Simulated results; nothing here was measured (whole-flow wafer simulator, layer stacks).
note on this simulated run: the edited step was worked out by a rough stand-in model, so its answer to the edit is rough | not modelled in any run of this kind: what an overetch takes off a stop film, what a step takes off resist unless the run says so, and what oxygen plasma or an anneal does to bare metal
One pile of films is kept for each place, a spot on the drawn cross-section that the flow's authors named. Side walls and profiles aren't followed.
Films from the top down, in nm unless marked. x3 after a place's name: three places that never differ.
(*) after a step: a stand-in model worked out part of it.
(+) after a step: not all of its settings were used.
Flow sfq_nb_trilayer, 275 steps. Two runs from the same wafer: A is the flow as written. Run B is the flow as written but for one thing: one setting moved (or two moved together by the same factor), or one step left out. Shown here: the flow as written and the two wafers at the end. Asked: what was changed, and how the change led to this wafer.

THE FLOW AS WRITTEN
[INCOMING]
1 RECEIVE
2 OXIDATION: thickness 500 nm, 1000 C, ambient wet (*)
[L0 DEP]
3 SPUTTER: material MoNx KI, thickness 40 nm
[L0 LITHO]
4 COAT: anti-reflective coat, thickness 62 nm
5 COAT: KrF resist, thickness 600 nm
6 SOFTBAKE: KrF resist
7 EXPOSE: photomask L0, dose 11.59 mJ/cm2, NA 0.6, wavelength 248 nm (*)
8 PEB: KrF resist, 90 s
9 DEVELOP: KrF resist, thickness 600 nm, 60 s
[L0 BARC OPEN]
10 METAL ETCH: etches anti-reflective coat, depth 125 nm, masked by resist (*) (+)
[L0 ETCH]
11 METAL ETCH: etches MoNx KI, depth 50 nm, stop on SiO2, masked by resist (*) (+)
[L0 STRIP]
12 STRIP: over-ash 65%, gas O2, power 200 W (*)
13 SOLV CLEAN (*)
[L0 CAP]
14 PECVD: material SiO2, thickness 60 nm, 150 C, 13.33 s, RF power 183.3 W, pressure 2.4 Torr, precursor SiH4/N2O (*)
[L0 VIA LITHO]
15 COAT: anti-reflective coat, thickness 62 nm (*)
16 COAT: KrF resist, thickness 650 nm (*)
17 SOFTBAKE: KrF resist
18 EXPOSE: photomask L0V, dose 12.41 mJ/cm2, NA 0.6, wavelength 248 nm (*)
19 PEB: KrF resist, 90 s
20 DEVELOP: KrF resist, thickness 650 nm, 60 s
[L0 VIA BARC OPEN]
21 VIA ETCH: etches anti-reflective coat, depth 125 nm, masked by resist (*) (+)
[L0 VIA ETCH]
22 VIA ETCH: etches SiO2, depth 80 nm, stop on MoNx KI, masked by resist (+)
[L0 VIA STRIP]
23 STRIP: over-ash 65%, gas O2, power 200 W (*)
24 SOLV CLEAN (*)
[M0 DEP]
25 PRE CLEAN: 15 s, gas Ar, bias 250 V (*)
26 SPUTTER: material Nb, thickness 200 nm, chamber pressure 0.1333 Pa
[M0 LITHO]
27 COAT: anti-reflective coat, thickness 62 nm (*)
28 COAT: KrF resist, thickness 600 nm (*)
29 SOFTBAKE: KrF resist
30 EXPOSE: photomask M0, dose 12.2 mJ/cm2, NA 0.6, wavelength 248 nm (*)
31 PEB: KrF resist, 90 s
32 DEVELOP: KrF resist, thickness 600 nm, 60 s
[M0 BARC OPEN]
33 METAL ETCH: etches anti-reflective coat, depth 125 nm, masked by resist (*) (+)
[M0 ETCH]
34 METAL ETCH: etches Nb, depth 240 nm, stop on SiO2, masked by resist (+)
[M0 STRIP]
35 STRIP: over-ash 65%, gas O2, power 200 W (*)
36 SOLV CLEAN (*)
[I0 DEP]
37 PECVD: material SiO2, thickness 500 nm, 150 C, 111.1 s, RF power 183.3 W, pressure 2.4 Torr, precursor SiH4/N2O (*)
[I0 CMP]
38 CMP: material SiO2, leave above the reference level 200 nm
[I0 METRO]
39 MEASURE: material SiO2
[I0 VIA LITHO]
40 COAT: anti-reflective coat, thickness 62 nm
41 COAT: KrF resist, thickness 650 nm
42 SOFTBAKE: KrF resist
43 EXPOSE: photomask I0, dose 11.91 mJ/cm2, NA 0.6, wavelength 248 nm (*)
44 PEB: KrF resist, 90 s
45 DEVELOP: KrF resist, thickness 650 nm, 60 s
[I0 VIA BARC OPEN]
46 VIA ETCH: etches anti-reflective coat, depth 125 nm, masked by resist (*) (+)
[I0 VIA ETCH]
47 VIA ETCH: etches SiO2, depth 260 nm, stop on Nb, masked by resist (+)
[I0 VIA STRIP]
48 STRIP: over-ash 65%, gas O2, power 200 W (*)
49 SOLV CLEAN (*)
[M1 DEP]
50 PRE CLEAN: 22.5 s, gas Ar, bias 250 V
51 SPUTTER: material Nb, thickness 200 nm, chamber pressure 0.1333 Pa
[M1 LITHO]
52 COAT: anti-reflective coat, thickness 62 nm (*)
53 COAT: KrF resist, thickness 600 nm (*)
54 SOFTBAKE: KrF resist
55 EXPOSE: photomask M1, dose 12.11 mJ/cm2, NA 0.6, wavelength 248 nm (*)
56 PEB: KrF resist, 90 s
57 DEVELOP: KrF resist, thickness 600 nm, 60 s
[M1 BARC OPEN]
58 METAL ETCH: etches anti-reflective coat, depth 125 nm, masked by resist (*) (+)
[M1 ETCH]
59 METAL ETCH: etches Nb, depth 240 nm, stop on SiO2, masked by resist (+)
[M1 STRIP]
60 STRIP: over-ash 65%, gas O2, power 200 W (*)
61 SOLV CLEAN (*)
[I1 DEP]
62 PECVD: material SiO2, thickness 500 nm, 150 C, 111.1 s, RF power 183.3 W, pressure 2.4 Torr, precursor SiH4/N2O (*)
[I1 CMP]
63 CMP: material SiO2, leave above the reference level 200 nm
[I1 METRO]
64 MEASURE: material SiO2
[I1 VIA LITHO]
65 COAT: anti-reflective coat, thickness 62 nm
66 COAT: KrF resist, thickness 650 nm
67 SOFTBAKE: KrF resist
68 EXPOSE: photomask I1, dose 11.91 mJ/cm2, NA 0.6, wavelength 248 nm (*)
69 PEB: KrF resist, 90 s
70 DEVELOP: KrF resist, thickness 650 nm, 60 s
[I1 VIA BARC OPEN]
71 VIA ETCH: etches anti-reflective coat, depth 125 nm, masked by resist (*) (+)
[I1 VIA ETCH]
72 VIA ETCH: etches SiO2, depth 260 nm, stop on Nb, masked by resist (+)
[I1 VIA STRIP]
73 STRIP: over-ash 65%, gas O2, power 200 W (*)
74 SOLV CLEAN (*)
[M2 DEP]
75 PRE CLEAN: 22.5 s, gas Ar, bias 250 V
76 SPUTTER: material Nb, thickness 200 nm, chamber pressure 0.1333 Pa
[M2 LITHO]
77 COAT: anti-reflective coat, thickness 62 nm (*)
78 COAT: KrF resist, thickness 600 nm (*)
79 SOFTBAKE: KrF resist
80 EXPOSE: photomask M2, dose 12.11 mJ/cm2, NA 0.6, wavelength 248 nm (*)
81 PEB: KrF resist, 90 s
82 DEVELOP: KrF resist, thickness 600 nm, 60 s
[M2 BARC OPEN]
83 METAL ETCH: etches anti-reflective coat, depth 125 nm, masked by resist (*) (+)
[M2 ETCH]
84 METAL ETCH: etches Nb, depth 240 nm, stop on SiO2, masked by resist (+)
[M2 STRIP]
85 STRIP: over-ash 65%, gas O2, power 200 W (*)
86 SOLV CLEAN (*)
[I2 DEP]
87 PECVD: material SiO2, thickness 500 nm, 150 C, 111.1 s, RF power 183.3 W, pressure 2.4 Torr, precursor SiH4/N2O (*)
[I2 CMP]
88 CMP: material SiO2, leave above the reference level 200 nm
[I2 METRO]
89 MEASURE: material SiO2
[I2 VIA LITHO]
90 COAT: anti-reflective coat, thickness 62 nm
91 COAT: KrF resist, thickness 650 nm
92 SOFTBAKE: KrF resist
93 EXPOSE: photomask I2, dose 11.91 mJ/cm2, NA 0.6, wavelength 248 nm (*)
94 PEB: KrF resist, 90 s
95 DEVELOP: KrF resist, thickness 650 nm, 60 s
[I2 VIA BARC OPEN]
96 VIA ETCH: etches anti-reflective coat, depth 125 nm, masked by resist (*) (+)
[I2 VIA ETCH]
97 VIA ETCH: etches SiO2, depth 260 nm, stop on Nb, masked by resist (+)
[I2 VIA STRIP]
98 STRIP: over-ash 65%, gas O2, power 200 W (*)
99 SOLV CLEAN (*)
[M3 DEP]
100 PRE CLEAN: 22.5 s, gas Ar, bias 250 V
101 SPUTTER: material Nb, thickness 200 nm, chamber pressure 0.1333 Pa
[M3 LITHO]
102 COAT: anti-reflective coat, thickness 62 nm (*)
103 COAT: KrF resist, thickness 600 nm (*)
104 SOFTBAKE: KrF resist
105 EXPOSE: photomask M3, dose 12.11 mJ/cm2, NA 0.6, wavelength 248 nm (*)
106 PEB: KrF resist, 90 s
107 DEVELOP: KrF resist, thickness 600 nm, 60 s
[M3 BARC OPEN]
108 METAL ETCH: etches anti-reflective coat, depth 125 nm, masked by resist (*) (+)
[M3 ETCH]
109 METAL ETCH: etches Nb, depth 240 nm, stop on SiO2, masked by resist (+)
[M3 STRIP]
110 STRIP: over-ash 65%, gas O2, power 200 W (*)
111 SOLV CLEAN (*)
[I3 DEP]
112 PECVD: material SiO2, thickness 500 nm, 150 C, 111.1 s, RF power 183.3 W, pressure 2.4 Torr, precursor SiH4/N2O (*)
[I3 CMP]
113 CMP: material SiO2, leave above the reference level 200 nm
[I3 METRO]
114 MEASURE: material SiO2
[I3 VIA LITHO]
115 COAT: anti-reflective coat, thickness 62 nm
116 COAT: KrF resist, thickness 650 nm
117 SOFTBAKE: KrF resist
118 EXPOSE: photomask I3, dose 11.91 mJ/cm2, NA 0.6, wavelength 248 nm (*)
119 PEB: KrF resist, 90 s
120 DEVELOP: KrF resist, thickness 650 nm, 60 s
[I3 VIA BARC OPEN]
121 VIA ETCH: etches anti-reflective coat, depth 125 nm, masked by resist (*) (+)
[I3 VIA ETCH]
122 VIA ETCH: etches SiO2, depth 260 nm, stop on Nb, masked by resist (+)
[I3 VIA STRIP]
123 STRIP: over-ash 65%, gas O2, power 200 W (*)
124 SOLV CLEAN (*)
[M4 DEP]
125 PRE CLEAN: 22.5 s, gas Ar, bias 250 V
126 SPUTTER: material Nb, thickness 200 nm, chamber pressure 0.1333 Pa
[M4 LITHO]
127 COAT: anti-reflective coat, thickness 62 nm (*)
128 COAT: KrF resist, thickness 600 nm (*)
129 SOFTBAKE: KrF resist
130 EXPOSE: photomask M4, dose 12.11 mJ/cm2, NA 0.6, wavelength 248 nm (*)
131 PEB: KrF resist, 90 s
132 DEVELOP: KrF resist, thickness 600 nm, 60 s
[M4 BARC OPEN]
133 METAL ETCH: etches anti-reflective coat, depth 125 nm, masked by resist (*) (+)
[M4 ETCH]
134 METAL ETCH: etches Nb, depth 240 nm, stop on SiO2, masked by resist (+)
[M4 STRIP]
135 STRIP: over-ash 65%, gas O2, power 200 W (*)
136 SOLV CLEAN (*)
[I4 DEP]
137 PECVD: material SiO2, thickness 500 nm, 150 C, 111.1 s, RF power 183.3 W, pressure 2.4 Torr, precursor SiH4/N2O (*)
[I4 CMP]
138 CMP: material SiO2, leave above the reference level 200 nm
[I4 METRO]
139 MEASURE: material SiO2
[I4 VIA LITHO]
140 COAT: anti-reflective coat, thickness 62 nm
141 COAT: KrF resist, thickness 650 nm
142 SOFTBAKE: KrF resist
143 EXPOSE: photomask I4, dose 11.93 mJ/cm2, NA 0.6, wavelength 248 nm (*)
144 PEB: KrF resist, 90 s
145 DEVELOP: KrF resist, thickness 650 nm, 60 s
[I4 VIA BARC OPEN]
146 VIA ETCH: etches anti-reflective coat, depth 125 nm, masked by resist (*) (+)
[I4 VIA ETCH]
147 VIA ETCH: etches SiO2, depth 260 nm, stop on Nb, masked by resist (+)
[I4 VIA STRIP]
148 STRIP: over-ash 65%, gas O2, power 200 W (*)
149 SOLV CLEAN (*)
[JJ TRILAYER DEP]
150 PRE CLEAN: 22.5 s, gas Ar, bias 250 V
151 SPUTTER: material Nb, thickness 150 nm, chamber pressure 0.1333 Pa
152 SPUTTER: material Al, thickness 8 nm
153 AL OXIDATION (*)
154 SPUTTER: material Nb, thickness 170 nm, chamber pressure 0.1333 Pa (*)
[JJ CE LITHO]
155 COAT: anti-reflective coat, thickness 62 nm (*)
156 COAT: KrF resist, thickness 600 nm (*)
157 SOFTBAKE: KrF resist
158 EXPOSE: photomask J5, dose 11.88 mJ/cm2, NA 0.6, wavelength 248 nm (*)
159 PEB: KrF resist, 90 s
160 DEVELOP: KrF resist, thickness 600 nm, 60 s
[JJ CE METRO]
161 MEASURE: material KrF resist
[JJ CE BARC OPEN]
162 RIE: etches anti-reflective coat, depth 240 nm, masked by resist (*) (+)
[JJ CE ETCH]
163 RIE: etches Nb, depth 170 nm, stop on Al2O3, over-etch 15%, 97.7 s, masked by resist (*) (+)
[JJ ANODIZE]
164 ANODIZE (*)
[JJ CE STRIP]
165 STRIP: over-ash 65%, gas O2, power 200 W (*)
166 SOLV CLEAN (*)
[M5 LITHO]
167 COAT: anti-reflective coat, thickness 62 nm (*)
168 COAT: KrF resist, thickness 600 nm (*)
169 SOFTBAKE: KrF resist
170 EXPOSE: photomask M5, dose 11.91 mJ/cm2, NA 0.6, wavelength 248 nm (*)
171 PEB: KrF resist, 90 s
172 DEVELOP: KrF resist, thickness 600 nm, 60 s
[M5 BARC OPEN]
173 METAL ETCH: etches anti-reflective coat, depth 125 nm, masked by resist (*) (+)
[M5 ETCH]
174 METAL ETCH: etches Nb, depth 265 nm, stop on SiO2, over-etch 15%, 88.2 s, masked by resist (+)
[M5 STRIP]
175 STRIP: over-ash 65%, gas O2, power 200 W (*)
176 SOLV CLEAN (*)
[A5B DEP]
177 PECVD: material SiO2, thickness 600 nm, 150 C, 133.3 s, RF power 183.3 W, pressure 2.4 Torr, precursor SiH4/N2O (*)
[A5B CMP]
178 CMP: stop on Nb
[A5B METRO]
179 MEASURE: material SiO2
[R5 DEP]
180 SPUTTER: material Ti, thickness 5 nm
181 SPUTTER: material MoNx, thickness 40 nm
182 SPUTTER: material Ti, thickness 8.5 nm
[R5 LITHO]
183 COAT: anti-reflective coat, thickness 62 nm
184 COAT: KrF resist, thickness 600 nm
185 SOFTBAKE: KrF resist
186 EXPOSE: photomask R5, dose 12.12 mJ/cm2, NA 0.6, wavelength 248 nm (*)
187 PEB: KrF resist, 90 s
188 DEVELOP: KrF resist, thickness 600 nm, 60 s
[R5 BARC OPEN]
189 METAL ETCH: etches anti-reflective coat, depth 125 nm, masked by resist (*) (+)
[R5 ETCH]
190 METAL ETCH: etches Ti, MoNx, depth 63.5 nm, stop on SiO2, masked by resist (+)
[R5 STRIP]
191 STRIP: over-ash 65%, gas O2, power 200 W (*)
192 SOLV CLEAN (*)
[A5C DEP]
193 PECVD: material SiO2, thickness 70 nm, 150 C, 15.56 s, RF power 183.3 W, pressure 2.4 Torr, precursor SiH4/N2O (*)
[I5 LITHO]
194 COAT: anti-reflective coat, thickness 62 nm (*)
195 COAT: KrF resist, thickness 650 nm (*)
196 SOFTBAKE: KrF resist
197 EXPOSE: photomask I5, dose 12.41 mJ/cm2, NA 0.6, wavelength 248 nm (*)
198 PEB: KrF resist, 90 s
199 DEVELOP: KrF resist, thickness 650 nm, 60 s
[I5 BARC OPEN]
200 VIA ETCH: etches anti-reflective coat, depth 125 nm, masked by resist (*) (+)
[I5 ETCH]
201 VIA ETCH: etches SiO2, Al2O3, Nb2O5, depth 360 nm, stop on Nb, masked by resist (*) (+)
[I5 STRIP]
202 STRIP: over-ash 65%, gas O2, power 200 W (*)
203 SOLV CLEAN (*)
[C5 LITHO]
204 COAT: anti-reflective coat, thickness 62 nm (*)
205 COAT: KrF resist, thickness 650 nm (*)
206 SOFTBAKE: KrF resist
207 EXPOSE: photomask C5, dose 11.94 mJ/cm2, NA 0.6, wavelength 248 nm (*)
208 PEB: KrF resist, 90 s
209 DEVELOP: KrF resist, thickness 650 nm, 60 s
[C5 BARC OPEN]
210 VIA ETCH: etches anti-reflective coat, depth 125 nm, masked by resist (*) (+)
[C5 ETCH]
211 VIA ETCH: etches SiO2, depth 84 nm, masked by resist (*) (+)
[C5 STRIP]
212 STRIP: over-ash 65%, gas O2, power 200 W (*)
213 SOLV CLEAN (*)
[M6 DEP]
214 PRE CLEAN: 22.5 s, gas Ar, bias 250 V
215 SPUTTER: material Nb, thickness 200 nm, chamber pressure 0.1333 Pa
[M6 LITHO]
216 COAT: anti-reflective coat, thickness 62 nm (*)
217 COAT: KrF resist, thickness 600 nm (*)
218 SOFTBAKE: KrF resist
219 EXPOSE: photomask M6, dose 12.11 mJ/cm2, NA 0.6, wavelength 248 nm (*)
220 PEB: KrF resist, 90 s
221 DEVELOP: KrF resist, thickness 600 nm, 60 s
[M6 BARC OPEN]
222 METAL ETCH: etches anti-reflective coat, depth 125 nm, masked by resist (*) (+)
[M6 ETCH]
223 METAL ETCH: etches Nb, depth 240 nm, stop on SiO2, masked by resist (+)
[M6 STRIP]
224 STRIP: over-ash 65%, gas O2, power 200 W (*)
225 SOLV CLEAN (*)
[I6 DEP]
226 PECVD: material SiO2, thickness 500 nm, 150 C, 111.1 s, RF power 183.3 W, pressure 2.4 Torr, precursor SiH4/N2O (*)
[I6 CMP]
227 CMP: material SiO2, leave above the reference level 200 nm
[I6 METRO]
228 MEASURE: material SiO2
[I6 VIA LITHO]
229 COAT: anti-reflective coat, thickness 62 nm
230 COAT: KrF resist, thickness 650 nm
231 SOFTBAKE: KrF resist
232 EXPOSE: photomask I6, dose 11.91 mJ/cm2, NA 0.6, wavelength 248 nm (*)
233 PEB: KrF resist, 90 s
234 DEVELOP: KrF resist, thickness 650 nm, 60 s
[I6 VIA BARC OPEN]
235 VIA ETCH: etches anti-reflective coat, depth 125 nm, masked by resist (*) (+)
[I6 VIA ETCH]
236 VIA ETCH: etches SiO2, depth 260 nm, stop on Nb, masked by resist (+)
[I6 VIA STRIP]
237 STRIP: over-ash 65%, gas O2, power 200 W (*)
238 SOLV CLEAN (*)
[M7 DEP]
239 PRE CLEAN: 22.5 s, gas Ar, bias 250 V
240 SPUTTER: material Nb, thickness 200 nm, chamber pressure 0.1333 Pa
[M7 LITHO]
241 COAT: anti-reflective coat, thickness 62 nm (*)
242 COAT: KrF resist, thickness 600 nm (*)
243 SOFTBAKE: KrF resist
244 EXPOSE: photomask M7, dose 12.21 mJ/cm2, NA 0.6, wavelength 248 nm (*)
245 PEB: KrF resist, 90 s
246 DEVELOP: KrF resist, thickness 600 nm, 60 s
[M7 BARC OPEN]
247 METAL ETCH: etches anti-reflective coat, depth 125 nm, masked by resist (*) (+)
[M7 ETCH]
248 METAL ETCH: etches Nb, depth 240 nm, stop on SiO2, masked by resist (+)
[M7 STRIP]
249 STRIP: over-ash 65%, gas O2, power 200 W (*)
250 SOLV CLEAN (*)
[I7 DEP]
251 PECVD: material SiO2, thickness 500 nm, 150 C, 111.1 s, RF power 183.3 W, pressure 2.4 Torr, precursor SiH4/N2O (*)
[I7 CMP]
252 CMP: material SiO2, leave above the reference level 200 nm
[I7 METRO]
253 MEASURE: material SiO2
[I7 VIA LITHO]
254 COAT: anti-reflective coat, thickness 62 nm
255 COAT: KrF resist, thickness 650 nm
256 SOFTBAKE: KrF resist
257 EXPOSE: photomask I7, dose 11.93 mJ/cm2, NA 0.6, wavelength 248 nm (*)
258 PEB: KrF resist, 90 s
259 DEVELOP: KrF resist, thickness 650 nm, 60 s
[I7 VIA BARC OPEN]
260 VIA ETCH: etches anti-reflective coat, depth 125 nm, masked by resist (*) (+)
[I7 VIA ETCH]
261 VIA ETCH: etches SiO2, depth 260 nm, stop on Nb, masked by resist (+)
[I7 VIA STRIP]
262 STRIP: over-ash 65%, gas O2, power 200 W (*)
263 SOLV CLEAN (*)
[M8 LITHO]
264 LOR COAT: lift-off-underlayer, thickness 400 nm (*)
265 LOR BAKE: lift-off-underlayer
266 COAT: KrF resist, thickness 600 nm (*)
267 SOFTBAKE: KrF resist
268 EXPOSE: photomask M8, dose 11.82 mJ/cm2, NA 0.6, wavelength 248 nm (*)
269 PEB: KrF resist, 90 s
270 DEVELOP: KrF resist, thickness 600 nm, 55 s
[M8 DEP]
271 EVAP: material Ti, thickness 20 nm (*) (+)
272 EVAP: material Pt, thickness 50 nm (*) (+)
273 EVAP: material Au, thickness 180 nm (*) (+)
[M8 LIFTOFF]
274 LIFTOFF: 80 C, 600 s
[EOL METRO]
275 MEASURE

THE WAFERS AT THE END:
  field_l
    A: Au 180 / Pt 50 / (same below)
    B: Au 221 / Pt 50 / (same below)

The cause: step 273, EVAP: thickness 221 nm was run, where the flow has thickness 180 nm.
It can be read off the wafer: field_l has Au 221, and step 273 as written asks for 180 nm.

How the change led to this, step by step:
  273 EVAP: material Au, thickness 180 nm (*) (+)
      field_l, v_sur, via_wl and 103 more: A Au +180 (new film) | B Au +221 (new film)
  274 LIFTOFF: 80 C, 600 s
      p4_fl, p4_fm, p4_w1 and 71 more: A Au -180 (all of it), Pt -50 (all of it), Ti -20 (all of it), KrF resist -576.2 (all of it), lift-off-underlayer -400 (all of it) | B Au -221 (all of it), Pt -50 (all of it), Ti -20 (all of it), KrF resist -576.2 (all of it), lift-off-underlayer -400 (all of it)
      c5j, ce_r: A Au -180 (all of it), Pt -50 (all of it), Ti -20 (all of it), KrF resist -573.3 (all of it), lift-off-underlayer -399.3 (all of it) | B Au -221 (all of it), Pt -50 (all of it), Ti -20 (all of it), KrF resist -573.3 (all of it), lift-off-underlayer -399.3 (all of it)
      (and at 19 more places)
